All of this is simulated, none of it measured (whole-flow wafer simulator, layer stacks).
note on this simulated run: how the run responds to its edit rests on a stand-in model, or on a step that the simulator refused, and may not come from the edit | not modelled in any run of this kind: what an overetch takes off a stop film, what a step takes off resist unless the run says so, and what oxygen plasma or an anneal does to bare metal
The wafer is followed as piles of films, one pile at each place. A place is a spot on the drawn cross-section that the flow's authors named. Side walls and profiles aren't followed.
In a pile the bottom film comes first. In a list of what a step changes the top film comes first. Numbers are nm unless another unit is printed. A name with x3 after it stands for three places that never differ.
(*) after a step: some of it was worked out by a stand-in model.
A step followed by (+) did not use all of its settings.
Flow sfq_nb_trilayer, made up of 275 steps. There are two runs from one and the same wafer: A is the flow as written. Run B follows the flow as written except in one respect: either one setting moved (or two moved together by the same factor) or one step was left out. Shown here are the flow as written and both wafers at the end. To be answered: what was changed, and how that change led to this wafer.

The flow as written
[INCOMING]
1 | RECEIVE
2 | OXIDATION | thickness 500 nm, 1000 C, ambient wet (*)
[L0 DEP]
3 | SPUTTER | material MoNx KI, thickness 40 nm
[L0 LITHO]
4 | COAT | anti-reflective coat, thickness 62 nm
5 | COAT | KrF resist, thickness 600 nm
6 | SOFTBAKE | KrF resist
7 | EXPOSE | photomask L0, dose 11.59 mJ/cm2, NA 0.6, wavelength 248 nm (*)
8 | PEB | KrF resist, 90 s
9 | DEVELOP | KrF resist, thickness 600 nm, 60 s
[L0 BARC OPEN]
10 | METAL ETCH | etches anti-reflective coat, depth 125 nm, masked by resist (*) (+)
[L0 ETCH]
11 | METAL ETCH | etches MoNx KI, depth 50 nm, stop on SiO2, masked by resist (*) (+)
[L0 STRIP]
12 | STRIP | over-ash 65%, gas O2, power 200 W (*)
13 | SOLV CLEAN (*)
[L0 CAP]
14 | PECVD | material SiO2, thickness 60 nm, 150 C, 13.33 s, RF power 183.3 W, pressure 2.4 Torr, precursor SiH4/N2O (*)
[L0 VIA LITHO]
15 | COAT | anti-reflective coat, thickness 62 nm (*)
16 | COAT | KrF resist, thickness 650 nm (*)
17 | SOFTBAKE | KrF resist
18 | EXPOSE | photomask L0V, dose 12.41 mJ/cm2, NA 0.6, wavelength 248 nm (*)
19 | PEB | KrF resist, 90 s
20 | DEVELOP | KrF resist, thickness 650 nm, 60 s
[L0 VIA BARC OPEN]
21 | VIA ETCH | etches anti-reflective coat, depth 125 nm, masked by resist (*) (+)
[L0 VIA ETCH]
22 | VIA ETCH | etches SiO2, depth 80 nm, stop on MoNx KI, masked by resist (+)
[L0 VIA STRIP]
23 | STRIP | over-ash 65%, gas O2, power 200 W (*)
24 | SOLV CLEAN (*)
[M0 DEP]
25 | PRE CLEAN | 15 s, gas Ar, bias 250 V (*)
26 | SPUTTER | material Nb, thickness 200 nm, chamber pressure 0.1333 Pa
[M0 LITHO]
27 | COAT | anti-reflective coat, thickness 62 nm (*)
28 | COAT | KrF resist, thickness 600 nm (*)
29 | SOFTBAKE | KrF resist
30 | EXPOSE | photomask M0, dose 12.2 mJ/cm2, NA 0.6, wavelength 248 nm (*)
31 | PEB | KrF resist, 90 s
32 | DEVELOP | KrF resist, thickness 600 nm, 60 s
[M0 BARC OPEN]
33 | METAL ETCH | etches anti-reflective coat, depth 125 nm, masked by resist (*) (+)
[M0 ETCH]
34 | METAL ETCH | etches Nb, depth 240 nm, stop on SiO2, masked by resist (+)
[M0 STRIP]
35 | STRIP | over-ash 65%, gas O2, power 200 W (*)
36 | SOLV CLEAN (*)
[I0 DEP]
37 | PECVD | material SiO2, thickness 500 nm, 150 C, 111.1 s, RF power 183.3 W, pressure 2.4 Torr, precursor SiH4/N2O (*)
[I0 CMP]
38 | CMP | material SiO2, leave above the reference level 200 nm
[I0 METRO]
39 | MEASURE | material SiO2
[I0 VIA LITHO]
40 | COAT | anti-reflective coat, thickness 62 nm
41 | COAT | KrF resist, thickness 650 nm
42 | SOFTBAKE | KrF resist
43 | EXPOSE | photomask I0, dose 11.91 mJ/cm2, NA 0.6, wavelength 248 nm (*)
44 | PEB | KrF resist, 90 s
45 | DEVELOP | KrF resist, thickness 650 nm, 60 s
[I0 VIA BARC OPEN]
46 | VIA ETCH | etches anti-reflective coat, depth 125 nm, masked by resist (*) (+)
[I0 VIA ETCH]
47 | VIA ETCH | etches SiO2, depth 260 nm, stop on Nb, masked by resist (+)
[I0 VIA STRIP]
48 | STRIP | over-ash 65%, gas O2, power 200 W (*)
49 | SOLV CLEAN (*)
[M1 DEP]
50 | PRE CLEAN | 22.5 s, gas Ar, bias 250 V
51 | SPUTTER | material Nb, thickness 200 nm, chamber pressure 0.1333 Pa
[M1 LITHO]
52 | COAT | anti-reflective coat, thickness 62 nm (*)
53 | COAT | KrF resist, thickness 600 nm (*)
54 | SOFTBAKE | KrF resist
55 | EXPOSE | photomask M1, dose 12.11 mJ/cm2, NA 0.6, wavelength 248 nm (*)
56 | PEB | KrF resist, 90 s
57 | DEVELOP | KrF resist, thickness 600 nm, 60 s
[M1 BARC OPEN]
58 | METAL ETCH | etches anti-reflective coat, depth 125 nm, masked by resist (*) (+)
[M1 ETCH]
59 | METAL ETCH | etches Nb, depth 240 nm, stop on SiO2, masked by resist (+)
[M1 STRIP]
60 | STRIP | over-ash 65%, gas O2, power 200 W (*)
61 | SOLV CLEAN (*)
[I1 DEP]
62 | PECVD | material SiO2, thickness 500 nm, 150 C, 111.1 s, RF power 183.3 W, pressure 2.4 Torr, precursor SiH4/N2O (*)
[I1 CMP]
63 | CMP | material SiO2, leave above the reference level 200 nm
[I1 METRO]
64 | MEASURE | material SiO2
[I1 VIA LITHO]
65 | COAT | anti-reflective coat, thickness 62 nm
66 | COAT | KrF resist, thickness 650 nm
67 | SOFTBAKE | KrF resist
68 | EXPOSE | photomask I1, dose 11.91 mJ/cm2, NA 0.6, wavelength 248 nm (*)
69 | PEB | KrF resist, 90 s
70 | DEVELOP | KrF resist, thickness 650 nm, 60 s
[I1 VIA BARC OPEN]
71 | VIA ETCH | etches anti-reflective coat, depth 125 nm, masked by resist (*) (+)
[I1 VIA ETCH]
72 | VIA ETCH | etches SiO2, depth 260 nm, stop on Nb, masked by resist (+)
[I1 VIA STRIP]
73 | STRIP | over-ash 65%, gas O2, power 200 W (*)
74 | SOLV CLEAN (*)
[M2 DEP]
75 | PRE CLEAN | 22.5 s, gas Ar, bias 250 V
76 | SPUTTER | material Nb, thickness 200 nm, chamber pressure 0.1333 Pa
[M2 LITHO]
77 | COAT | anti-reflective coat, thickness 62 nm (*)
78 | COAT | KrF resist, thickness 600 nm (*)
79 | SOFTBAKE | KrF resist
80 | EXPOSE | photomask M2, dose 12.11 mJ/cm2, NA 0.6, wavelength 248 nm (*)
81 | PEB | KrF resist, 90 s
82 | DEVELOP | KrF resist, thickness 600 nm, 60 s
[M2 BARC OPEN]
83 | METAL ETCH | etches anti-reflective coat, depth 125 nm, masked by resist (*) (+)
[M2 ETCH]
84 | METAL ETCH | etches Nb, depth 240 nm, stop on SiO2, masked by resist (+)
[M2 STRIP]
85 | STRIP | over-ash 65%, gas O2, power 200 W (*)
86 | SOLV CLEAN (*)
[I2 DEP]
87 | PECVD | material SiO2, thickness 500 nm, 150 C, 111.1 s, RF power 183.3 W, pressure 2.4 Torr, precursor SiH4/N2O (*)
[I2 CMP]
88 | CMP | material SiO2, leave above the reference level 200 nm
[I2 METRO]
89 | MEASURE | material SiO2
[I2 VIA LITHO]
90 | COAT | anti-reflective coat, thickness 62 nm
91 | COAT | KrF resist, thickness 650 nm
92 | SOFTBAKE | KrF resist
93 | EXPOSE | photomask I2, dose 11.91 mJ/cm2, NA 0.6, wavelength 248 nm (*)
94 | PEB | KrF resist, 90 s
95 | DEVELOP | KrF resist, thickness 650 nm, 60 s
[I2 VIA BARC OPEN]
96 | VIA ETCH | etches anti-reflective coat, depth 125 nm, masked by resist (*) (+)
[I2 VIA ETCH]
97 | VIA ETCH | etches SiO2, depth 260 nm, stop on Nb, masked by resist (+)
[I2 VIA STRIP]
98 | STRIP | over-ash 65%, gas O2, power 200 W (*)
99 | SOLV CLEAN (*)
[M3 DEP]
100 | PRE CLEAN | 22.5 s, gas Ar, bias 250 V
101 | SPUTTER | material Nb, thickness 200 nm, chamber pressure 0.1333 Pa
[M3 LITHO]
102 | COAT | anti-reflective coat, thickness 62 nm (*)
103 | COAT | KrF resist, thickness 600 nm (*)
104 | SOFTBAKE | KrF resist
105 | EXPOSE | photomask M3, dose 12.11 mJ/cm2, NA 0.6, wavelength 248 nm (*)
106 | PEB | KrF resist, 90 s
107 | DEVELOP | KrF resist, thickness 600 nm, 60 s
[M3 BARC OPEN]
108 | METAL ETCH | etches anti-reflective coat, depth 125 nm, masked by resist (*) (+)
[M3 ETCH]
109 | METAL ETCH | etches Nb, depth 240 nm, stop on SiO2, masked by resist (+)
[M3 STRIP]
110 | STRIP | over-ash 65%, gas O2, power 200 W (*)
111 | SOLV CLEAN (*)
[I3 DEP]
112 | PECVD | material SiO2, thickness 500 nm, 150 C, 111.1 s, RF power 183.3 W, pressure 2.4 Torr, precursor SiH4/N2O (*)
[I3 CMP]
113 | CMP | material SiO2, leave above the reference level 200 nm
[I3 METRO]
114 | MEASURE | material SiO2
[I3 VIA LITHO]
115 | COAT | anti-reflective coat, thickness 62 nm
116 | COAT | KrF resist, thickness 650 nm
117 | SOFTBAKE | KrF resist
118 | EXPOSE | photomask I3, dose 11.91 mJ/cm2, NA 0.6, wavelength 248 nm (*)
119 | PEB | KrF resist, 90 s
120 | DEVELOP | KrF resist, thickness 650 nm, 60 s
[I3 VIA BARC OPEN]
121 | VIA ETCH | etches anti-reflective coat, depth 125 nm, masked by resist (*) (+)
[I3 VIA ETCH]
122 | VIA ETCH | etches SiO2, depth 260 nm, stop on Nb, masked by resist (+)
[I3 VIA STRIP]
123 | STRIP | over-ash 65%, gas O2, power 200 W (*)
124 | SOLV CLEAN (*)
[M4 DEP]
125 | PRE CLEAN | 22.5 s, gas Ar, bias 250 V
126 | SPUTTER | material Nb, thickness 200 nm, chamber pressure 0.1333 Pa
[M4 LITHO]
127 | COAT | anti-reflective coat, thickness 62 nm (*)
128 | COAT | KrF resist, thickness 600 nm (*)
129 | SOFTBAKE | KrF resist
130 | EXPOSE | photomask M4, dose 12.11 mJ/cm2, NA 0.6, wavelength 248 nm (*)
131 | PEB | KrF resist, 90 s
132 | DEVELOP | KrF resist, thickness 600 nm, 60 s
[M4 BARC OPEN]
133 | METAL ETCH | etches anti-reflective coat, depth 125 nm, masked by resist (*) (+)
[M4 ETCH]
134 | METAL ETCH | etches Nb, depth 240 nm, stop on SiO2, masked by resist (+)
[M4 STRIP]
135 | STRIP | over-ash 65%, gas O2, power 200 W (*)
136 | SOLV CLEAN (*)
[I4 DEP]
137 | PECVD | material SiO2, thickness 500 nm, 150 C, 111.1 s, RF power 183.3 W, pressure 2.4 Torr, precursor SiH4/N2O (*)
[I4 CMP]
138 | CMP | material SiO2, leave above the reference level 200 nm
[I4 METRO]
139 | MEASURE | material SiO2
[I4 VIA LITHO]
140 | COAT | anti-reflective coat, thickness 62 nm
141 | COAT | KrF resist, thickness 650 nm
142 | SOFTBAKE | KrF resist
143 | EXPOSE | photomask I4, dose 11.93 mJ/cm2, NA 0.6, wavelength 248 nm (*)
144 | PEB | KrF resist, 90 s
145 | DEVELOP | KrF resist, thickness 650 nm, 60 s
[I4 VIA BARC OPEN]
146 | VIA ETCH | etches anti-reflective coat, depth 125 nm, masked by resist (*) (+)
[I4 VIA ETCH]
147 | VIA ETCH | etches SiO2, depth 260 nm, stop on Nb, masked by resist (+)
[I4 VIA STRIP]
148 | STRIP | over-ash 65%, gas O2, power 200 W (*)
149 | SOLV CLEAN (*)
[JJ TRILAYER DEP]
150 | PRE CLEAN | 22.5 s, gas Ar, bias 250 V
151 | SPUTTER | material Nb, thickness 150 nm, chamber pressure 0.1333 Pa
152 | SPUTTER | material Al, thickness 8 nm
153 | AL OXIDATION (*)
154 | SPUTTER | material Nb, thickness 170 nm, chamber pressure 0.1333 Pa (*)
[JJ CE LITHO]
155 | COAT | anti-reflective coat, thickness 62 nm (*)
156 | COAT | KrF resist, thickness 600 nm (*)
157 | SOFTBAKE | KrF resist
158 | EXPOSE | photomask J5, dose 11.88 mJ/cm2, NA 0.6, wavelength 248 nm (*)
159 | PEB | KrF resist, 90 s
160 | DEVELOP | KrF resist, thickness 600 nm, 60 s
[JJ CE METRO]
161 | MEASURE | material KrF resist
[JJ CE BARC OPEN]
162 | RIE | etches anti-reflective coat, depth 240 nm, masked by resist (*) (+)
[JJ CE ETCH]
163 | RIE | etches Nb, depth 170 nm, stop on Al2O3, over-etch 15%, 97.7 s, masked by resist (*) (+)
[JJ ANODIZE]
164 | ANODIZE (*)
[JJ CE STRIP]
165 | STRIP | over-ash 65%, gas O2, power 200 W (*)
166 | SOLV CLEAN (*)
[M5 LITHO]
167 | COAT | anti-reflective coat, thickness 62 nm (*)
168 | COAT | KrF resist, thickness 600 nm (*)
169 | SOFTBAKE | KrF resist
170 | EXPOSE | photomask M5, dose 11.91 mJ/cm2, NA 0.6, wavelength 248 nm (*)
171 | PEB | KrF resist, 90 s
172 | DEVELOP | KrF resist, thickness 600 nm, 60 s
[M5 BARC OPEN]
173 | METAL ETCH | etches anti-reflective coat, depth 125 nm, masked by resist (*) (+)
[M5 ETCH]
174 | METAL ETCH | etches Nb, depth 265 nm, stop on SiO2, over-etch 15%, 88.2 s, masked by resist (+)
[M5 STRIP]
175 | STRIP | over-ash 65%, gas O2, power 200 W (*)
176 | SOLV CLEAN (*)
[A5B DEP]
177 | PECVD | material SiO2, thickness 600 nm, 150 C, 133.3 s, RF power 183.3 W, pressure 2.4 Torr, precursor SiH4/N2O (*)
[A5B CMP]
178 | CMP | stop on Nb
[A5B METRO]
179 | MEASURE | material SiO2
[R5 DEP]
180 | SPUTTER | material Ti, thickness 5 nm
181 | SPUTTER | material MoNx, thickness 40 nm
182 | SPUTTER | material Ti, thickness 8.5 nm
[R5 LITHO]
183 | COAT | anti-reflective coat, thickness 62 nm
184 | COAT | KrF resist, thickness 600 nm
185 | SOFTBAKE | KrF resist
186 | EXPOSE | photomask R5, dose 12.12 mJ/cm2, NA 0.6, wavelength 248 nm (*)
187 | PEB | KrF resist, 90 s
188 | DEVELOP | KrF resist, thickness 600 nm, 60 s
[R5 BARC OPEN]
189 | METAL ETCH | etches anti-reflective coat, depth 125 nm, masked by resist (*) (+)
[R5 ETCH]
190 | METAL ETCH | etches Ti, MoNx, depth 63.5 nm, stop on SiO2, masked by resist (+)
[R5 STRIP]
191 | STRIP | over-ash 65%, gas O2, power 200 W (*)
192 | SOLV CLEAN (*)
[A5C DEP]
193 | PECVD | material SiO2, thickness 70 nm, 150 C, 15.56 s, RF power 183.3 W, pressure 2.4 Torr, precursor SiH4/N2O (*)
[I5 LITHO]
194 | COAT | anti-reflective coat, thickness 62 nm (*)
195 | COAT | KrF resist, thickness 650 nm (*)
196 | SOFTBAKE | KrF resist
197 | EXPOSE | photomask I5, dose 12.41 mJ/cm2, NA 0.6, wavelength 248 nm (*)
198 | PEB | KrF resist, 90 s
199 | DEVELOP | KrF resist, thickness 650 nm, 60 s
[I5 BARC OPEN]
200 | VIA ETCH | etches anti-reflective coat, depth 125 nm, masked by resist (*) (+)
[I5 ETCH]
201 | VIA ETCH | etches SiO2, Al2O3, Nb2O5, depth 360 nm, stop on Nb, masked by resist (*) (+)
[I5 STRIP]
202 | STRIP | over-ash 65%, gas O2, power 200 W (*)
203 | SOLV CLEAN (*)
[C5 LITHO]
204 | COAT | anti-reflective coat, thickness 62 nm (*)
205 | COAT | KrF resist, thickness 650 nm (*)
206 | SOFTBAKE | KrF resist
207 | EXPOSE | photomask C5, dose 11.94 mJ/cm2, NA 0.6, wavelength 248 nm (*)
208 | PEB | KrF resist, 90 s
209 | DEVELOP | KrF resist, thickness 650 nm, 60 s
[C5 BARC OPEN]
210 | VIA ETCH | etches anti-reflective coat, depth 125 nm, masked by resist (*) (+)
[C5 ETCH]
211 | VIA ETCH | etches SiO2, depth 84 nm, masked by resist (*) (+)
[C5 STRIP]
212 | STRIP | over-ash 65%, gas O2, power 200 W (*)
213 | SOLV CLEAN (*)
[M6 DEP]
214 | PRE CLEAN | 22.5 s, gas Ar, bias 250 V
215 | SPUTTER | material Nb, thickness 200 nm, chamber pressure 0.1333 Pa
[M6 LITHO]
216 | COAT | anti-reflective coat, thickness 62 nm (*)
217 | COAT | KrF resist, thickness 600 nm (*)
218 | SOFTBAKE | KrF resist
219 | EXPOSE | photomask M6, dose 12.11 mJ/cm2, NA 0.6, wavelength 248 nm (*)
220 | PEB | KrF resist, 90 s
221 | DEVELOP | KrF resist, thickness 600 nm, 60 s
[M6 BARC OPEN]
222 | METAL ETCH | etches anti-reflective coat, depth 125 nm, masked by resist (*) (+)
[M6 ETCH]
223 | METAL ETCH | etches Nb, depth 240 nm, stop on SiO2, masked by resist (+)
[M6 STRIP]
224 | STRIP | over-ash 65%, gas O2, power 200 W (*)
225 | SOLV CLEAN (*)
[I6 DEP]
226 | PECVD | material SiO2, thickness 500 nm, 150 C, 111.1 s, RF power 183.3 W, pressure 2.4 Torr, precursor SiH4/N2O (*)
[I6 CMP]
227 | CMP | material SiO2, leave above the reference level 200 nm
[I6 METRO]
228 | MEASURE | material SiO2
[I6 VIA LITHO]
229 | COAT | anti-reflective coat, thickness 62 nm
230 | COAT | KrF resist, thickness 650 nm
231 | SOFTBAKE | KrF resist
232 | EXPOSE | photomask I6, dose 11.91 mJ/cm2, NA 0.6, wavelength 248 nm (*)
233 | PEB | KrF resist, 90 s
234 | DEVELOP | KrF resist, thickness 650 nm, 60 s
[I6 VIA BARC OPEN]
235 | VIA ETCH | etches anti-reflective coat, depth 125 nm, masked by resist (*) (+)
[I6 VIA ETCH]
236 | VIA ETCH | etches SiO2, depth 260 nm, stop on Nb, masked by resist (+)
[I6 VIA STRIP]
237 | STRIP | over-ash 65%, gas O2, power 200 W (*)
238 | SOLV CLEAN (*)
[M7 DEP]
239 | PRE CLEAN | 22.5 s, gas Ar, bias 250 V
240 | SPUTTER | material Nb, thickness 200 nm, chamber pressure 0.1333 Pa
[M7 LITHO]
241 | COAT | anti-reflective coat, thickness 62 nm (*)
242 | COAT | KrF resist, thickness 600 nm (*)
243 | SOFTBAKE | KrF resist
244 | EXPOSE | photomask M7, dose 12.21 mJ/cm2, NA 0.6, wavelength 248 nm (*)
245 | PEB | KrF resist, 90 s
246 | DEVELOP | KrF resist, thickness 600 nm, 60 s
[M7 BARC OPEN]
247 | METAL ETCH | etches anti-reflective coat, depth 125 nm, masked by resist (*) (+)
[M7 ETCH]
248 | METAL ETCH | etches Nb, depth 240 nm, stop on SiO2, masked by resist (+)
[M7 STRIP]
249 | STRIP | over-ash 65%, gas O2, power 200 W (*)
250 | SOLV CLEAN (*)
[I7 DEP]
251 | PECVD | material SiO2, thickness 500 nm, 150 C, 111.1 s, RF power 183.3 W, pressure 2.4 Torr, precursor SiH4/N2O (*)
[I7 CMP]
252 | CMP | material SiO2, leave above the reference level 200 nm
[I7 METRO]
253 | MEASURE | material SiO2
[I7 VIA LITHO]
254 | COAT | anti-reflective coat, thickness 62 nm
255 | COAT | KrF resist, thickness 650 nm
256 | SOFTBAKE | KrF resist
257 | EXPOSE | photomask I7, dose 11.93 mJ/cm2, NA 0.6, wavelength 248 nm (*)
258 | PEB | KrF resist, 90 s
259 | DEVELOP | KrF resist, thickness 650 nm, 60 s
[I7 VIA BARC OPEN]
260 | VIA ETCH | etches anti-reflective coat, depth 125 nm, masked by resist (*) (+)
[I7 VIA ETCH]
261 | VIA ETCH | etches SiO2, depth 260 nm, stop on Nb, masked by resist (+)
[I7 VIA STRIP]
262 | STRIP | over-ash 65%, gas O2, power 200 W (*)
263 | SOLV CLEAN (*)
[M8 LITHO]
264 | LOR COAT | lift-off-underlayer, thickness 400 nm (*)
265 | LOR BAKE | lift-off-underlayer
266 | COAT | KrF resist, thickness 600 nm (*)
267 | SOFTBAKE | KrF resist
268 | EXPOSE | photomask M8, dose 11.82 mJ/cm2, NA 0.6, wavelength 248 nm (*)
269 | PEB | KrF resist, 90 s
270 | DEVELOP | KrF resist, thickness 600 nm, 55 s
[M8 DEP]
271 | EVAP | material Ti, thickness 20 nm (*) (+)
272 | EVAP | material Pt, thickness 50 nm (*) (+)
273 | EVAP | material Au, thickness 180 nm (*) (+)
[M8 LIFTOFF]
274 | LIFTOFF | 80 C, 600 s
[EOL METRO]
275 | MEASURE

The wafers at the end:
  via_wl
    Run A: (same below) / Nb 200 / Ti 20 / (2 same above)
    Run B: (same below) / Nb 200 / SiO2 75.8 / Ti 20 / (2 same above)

Cause: step 261, VIA ETCH: depth 124 nm was run, while the flow as written has depth 260 nm.

The path from the change to this, step by step:
  261 | VIA ETCH | etches SiO2, depth 260 nm, stop on Nb, masked by resist (+)
      via_wl, via_w, via_wr: A -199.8 SiO2 (all of it) | B -124 SiO2
      field_l, v_sur, via_sp and 100 more: A -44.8 KrF resist | B -21.4 KrF resist
  262 | STRIP | over-ash 65%, gas O2, power 200 W (*)
      field_l, v_sur, via_sp and 100 more: A -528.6 KrF resist (all of it), -62 anti-reflective coat (all of it) | B -552.1 KrF resist (all of it), -62 anti-reflective coat (all of it)
  264 | LOR COAT | lift-off-underlayer, thickness 400 nm (*)
      via_wl, via_wr: A +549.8 lift-off-underlayer (new film) | B +493 lift-off-underlayer (new film)
      v_sur: A +369.4 lift-off-underlayer (new film) | B +381 lift-off-underlayer (new film)
      (as well as at 2 more places)
  266 | COAT | KrF resist, thickness 600 nm (*)
      via_w: A +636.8 KrF resist (new film) | B +622.8 KrF resist (new film)
  270 | DEVELOP | KrF resist, thickness 600 nm, 55 s
      v_sur: A -607.3 KrF resist (all of it), -369.4 lift-off-underlayer (all of it) | B -604.1 KrF resist (all of it), -381 lift-off-underlayer (all of it)
      via_wl: A -623.9 KrF resist (all of it), -549.8 lift-off-underlayer (all of it) | B -614.3 KrF resist (all of it), -493 lift-off-underlayer (all of it)
      (as well as at 3 more places)
Taking metal films that touch as one body, via_wl has 8 bodies (between them, from the top down: SiO2 75.8; SiO2 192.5; SiO2 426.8 / Al2O3 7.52 / Nb2O5 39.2; SiO2 192.5; SiO2 192.5; SiO2 192.5; SiO2 192.5); the flow as written gives 7 bodies (between them, from the top down: SiO2 192.5; SiO2 426.8 / Al2O3 7.52 / Nb2O5 39.2; SiO2 192.5; SiO2 192.5; SiO2 192.5; SiO2 192.5).
